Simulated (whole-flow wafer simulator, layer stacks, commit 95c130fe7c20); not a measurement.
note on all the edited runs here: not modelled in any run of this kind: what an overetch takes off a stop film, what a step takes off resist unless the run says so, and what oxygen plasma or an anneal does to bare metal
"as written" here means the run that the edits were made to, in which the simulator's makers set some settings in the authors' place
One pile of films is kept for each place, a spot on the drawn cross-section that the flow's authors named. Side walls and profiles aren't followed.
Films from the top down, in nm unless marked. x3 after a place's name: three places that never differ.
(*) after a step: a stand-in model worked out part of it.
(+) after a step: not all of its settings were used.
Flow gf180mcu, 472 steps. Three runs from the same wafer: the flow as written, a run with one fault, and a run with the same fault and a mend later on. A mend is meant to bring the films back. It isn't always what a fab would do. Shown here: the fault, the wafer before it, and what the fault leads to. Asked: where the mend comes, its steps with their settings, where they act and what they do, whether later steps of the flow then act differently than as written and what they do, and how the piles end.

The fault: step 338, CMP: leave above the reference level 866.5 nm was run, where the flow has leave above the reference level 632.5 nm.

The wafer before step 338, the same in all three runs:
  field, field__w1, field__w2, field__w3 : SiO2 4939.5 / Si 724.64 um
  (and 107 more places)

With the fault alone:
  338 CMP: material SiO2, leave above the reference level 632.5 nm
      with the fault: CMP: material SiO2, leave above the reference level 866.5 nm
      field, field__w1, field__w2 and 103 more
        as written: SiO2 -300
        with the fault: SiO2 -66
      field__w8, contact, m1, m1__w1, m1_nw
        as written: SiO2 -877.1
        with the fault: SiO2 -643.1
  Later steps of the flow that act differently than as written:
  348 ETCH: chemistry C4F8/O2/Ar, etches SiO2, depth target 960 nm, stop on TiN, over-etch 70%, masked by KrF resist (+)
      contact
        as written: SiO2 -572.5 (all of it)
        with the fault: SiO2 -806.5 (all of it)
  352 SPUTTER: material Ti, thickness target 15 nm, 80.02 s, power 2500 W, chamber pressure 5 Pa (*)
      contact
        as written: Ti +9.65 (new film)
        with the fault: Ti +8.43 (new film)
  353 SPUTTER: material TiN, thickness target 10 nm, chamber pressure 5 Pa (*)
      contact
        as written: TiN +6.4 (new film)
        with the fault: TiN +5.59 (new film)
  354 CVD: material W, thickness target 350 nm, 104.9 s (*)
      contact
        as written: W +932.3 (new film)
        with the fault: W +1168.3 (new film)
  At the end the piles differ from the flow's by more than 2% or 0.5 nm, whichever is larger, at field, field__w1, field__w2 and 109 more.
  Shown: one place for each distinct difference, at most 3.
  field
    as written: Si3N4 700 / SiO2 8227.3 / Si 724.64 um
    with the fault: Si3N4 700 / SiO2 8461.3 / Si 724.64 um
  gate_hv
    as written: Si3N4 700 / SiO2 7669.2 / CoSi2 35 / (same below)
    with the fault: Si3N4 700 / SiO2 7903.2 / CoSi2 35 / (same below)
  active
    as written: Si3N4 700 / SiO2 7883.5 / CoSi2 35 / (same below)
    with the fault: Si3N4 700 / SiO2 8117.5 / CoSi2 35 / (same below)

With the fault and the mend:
  The mend comes after step 338.
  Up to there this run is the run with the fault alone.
  338a CMP: material SiO2, leave above the reference level 632.5 nm (the flow's step 338 once more)
      field, field__w1, field__w2 and 108 more
        SiO2 -234
  No later step of the flow acts differently than as written at any place that is followed.
  At the end the piles are the same as the flow's at every place that both follow.
